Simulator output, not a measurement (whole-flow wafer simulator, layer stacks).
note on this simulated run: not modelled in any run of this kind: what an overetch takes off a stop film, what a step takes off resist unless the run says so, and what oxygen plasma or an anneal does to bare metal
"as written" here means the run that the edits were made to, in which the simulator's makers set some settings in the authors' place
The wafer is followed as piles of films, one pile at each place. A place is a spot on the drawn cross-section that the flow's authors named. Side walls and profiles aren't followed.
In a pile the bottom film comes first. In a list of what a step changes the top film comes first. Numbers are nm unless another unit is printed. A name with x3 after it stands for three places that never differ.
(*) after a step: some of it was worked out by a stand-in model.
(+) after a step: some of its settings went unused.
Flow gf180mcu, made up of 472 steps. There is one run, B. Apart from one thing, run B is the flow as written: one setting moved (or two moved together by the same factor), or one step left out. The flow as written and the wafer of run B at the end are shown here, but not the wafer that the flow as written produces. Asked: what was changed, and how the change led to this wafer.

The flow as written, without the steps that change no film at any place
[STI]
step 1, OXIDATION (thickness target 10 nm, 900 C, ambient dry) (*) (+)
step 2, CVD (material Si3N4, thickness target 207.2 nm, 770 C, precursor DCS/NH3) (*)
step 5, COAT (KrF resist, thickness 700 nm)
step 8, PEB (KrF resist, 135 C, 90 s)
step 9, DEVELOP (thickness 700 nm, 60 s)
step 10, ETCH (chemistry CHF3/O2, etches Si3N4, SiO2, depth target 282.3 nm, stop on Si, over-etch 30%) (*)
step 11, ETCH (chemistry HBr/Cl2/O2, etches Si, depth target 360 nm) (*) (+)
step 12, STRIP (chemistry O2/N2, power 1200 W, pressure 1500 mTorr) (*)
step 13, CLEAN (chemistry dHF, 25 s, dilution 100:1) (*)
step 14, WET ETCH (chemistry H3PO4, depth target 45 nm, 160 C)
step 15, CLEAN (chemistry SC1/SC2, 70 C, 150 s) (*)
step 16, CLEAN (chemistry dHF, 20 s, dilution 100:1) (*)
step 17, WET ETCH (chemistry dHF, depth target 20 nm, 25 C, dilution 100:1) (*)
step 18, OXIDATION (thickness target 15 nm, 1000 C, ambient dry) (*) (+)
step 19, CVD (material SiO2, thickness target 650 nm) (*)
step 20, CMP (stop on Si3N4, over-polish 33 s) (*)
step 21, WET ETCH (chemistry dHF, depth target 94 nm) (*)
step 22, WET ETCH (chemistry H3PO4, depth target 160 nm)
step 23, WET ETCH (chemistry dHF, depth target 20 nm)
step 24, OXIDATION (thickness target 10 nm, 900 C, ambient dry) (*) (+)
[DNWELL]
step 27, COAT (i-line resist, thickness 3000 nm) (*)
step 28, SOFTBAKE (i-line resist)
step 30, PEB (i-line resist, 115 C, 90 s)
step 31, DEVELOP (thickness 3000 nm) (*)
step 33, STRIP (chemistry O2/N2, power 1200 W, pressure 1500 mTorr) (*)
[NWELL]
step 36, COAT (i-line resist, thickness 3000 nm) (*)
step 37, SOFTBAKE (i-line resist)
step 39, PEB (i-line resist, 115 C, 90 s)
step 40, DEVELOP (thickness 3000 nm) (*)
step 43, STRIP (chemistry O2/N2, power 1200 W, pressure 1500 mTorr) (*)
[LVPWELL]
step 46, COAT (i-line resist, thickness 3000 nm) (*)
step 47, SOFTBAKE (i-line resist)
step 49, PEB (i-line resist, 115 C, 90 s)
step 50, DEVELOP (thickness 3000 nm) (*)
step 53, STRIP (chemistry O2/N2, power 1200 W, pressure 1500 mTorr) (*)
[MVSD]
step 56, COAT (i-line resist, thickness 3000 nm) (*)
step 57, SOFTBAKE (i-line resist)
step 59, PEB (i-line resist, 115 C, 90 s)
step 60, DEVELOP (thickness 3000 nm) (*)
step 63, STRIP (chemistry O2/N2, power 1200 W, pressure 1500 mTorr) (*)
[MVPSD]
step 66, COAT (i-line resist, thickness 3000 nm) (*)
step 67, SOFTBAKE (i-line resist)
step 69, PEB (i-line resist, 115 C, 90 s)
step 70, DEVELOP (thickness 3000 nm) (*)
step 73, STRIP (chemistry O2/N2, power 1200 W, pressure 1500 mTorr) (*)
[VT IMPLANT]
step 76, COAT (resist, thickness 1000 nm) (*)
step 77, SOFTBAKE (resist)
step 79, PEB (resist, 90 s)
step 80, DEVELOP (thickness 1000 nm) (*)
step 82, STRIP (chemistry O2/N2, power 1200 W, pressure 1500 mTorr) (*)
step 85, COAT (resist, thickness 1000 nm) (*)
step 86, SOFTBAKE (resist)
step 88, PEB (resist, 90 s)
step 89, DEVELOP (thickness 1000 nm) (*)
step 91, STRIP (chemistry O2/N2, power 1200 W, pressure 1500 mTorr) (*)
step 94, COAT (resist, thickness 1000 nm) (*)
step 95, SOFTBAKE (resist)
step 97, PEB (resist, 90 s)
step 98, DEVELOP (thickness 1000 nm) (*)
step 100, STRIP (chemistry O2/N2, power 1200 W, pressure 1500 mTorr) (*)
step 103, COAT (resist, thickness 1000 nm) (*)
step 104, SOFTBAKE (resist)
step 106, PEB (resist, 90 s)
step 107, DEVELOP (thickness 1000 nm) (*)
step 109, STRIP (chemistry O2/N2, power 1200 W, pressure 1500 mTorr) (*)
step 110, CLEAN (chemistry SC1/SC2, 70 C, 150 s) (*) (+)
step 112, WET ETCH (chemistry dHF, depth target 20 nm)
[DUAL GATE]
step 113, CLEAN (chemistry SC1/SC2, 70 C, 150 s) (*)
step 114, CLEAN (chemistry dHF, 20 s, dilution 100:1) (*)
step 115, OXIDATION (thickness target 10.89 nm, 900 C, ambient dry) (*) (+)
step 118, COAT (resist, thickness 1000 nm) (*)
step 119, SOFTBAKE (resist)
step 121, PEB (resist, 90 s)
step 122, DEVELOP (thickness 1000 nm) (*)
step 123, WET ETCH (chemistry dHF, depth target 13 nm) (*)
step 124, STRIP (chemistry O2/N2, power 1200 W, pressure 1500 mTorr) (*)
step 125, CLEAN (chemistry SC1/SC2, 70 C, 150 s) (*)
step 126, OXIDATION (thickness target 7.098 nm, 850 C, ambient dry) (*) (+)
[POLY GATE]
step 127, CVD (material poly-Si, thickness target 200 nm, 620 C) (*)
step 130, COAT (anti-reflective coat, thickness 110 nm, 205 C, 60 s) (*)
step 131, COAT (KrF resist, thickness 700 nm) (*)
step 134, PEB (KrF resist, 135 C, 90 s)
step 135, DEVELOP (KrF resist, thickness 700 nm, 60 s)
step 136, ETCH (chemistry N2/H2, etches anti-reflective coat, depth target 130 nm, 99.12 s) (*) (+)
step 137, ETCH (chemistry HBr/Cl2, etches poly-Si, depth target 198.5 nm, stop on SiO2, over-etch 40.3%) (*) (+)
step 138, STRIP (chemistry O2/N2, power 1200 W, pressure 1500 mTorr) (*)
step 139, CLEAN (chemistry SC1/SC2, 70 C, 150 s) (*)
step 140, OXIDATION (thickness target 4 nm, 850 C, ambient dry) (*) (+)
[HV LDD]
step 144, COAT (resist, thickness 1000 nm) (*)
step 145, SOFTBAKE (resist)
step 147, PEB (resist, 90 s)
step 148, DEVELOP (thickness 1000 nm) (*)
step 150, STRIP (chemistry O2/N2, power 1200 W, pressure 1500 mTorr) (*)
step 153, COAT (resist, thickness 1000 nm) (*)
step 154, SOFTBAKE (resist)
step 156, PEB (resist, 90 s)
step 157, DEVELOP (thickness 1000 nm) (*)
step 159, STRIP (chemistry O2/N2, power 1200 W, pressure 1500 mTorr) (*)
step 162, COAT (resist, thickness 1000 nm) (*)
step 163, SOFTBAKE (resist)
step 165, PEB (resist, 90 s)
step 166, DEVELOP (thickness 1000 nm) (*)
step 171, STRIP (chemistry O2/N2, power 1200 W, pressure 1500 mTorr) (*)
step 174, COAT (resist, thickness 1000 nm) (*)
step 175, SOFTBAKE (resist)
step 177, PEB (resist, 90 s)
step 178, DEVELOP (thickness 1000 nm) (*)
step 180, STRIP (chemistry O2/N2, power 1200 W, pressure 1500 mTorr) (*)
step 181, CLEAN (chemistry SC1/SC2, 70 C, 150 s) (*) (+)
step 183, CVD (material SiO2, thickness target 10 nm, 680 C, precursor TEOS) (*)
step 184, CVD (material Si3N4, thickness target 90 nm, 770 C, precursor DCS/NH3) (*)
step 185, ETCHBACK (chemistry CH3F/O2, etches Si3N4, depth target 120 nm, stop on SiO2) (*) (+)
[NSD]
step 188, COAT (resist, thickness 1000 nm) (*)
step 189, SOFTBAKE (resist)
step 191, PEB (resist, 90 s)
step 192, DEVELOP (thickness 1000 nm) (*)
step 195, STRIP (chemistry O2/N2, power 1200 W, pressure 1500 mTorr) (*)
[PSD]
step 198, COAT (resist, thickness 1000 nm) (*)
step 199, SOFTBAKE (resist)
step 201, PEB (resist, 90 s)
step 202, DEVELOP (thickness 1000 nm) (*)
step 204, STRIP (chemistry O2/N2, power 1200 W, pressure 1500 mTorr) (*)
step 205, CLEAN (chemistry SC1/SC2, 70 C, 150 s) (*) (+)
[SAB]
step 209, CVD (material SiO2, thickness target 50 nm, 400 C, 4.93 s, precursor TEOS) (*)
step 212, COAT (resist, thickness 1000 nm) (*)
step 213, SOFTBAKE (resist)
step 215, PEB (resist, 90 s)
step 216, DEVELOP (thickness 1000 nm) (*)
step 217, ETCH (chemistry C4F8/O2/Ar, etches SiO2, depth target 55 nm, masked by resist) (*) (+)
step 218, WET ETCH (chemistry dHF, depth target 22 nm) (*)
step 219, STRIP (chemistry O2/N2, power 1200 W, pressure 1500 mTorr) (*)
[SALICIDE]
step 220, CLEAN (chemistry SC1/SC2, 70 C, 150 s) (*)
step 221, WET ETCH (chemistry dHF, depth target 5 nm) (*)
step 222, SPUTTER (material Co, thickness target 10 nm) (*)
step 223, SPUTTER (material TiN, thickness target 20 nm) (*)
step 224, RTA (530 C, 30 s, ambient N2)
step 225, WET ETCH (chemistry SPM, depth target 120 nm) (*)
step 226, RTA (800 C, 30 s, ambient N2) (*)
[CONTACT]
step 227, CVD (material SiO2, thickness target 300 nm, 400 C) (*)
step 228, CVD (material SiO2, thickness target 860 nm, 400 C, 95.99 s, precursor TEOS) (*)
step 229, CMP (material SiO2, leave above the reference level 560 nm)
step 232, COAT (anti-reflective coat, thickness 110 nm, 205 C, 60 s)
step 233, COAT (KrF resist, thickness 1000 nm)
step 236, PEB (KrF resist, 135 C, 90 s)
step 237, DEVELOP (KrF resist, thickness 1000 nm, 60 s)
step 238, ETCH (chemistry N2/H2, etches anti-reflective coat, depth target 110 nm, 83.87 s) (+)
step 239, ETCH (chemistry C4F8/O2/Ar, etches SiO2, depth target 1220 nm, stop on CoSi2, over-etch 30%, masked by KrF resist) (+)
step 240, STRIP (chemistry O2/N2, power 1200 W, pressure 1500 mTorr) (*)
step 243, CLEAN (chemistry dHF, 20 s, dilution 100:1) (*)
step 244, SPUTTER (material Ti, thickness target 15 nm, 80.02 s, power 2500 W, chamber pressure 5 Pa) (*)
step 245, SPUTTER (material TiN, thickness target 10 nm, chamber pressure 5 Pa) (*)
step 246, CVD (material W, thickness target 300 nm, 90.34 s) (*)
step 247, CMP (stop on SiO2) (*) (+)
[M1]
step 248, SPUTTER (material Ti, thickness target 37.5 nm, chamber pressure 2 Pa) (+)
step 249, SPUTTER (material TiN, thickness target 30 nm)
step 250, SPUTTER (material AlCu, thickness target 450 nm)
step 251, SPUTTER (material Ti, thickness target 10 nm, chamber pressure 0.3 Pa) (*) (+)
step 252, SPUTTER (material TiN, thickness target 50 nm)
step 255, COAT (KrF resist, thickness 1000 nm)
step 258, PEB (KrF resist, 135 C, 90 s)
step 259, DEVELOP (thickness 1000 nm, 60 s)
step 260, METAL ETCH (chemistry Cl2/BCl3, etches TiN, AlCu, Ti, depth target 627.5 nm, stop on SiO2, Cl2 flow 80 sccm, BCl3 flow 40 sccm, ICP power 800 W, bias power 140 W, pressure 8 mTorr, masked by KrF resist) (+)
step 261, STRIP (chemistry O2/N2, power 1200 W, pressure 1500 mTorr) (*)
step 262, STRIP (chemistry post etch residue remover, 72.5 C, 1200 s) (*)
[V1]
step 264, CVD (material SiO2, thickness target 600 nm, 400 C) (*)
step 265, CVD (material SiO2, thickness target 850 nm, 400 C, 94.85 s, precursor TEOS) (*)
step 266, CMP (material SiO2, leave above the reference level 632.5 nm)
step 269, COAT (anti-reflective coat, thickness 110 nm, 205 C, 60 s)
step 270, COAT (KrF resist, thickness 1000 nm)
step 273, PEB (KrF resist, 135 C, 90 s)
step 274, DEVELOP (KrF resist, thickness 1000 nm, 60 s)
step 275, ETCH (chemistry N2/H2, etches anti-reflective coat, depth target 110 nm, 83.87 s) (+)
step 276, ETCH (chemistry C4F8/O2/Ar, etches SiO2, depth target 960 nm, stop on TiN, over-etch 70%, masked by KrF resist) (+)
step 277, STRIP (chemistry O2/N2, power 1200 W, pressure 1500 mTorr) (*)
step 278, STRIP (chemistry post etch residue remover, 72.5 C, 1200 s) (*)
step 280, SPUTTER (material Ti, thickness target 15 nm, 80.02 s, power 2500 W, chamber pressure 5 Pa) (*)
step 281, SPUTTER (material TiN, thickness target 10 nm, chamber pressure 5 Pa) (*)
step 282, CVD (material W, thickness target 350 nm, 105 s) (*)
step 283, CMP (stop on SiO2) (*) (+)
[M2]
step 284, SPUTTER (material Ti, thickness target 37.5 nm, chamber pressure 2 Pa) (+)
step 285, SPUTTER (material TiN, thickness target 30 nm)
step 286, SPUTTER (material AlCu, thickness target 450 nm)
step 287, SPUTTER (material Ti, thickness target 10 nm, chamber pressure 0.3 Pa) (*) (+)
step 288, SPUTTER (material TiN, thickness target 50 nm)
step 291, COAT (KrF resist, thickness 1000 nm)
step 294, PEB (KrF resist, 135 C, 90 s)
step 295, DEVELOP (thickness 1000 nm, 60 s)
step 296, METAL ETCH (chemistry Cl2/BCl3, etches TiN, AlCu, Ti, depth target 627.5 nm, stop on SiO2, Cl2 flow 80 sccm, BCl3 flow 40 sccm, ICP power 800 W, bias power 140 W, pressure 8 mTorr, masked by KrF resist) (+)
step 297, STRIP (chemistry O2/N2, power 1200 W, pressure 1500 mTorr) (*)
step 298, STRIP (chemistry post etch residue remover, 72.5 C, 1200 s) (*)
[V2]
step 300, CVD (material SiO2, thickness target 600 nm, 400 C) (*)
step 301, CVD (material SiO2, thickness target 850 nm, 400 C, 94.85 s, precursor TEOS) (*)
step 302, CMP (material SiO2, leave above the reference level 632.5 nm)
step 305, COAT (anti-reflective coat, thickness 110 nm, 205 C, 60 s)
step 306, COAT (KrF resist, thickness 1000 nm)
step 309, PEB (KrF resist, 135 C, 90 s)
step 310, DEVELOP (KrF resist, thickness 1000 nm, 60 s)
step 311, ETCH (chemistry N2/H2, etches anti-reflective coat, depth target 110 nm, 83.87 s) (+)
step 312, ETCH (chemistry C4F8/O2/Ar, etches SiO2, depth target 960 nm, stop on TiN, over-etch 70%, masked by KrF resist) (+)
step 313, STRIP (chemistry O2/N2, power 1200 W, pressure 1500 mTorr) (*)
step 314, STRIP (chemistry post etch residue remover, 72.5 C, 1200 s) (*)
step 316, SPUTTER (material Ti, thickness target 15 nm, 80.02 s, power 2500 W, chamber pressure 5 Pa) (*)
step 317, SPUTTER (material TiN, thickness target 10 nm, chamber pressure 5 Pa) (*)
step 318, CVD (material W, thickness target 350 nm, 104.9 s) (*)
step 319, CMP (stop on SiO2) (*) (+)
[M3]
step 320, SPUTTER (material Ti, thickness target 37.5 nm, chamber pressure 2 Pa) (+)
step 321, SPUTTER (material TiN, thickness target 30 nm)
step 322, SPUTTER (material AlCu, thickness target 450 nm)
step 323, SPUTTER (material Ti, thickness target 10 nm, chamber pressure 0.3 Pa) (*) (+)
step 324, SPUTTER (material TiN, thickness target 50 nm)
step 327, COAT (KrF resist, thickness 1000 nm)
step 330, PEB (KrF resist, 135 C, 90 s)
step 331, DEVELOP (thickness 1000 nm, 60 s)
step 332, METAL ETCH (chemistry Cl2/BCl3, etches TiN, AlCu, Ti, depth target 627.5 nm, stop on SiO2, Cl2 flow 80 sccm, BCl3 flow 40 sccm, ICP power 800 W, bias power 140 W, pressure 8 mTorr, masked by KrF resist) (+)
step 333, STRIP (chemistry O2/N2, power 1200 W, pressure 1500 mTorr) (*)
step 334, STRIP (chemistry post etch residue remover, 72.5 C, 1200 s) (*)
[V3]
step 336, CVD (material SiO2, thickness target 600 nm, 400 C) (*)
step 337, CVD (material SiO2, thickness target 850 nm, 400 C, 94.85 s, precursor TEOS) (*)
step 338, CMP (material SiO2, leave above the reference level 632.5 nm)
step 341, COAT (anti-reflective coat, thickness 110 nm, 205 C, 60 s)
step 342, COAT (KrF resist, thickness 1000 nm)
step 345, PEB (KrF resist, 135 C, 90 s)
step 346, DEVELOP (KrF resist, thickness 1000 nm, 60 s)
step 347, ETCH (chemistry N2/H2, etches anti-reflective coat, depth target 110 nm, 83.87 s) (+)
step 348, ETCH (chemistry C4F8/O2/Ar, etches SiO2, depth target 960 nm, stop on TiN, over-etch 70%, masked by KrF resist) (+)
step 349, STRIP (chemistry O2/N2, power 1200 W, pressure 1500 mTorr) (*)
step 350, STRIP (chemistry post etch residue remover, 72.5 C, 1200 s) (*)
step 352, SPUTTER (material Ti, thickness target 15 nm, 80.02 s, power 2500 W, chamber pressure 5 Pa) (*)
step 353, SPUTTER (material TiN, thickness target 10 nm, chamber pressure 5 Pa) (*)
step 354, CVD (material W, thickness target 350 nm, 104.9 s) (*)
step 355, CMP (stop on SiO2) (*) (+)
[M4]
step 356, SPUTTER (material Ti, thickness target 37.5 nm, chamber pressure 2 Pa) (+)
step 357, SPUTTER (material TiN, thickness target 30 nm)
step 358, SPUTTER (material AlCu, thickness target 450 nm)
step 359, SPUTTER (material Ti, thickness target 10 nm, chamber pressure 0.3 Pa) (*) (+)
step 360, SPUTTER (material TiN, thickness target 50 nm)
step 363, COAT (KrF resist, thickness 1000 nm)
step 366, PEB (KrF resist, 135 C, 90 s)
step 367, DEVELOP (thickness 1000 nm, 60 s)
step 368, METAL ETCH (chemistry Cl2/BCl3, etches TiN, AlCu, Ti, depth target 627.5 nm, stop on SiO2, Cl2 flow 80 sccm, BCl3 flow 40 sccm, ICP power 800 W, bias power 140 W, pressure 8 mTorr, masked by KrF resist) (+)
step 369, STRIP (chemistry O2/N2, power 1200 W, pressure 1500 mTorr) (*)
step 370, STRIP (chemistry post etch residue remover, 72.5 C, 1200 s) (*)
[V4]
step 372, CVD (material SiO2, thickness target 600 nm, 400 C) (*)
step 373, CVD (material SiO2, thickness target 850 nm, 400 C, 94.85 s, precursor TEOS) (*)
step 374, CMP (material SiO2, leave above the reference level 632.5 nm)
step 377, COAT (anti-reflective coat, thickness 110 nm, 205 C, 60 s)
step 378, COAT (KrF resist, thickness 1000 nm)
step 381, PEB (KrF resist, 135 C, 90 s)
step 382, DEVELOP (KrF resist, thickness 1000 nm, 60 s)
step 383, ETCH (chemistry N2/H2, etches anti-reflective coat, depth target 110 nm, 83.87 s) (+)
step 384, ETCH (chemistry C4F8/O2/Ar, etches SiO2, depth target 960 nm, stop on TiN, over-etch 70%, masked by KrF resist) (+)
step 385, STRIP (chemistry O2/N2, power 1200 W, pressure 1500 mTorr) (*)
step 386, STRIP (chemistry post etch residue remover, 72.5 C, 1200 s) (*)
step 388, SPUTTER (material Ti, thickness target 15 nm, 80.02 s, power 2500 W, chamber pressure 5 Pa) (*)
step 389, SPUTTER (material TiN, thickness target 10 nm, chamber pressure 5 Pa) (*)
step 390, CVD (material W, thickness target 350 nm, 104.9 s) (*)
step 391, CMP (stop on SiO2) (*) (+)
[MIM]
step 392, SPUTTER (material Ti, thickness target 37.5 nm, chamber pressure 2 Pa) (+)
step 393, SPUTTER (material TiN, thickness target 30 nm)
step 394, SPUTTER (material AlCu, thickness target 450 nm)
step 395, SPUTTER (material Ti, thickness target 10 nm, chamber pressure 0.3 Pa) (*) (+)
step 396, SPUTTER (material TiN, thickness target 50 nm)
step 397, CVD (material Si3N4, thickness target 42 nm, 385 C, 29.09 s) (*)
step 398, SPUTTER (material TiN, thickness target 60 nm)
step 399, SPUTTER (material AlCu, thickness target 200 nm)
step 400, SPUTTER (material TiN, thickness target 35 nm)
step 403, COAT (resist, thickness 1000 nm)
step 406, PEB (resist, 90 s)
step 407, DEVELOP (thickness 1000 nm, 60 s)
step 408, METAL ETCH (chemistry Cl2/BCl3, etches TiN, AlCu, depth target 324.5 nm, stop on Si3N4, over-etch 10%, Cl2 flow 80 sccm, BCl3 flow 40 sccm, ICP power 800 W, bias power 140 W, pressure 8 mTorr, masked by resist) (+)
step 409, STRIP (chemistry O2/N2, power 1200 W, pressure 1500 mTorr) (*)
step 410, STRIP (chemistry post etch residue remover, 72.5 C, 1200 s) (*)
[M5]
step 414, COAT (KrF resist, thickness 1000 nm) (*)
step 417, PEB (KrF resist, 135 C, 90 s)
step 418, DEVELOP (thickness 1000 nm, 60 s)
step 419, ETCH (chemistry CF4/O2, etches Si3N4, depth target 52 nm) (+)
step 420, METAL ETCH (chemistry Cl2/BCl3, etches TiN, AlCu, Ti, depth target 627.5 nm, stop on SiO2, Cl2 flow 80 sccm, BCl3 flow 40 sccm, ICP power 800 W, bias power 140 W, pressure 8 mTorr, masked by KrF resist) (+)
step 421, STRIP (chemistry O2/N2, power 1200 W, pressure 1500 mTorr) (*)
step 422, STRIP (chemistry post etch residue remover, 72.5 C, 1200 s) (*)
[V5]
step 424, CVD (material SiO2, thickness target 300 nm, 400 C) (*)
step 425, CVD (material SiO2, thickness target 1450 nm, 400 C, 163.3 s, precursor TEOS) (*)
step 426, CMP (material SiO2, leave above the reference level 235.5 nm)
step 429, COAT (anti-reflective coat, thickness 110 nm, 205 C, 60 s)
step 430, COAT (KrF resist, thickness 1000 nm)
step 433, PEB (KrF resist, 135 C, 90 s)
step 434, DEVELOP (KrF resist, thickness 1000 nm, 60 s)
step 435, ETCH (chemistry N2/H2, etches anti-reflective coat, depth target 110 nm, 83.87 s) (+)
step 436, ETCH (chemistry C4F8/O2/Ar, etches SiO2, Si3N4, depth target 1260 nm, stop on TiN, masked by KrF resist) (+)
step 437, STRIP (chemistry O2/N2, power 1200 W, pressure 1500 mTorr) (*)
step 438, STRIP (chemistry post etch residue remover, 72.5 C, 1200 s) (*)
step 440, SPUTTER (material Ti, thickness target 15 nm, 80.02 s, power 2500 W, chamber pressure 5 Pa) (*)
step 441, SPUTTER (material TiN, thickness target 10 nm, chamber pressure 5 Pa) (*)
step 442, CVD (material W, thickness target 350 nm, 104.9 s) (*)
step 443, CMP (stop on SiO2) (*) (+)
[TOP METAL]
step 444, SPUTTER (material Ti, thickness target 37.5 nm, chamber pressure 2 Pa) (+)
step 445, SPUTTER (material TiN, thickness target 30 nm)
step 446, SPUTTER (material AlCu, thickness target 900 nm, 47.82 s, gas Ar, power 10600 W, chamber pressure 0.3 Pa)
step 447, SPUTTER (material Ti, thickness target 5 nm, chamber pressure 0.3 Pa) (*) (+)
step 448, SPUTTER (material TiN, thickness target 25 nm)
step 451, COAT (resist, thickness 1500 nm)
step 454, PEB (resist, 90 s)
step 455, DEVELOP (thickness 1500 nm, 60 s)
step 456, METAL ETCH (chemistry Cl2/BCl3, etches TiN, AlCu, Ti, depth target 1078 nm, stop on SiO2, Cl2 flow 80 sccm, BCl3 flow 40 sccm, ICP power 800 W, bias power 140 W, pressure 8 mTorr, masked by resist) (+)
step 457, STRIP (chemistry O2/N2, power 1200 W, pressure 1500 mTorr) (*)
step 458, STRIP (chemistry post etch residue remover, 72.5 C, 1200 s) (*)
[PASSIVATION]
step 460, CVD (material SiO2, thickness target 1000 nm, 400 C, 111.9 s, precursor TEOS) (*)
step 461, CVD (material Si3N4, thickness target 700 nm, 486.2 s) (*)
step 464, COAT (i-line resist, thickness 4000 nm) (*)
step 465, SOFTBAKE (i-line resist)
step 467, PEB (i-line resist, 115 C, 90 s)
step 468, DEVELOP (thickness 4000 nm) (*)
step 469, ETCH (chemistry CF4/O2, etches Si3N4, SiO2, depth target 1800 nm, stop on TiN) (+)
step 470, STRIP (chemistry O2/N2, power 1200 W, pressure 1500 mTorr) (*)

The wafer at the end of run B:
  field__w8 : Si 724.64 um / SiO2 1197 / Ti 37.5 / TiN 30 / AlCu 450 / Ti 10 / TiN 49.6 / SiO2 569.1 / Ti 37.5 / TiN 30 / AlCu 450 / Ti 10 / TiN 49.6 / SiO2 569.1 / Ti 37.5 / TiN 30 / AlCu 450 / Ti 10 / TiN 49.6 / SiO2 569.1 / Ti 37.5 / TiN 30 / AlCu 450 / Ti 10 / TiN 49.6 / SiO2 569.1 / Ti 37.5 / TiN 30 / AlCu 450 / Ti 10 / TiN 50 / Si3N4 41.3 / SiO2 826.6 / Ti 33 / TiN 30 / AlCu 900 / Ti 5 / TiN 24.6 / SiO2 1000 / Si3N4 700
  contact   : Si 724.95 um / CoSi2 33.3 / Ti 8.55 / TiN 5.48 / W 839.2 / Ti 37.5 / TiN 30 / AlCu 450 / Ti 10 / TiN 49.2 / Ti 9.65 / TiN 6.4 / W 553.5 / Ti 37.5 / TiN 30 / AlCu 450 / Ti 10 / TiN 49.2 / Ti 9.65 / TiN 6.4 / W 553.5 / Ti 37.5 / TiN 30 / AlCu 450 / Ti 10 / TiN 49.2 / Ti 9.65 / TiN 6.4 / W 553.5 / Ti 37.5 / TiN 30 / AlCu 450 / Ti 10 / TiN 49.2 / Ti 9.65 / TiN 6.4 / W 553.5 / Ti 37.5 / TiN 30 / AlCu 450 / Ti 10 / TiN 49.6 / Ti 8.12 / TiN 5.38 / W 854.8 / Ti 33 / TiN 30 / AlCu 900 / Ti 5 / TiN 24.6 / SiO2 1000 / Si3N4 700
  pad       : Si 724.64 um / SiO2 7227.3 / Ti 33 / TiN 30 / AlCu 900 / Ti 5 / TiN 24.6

The reason: step 444, SPUTTER: thickness target 33 nm was run, whereas the flow has thickness target 37.5 nm.
The wafer lets one read it off: field__w8 has Ti 33, and step 444 as written asks for 37.5 nm.

The path from the change to this, step by step:
  step 444, SPUTTER (material Ti, thickness target 37.5 nm, chamber pressure 2 Pa) (+)
      field, field__w1, field__w2 and 109 more: +33 Ti (new film) (it would be, as written: +37.5 Ti (new film))
  step 456, METAL ETCH (chemistry Cl2/BCl3, etches TiN, AlCu, Ti, depth target 1078 nm, stop on SiO2, Cl2 flow 80 sccm, BCl3 flow 40 sccm, ICP power 800 W, bias power 140 W, pressure 8 mTorr, masked by resist) (+)
      field, field__w1, field__w2 and 103 more: -25 TiN (all of it), -5 Ti (all of it), -900 AlCu (all of it), -30 TiN (all of it), -33 Ti (all of it) (it would be, as written: -25 TiN (all of it), -5 Ti (all of it), -900 AlCu (all of it), -30 TiN (all of it), -37.5 Ti (all of it))
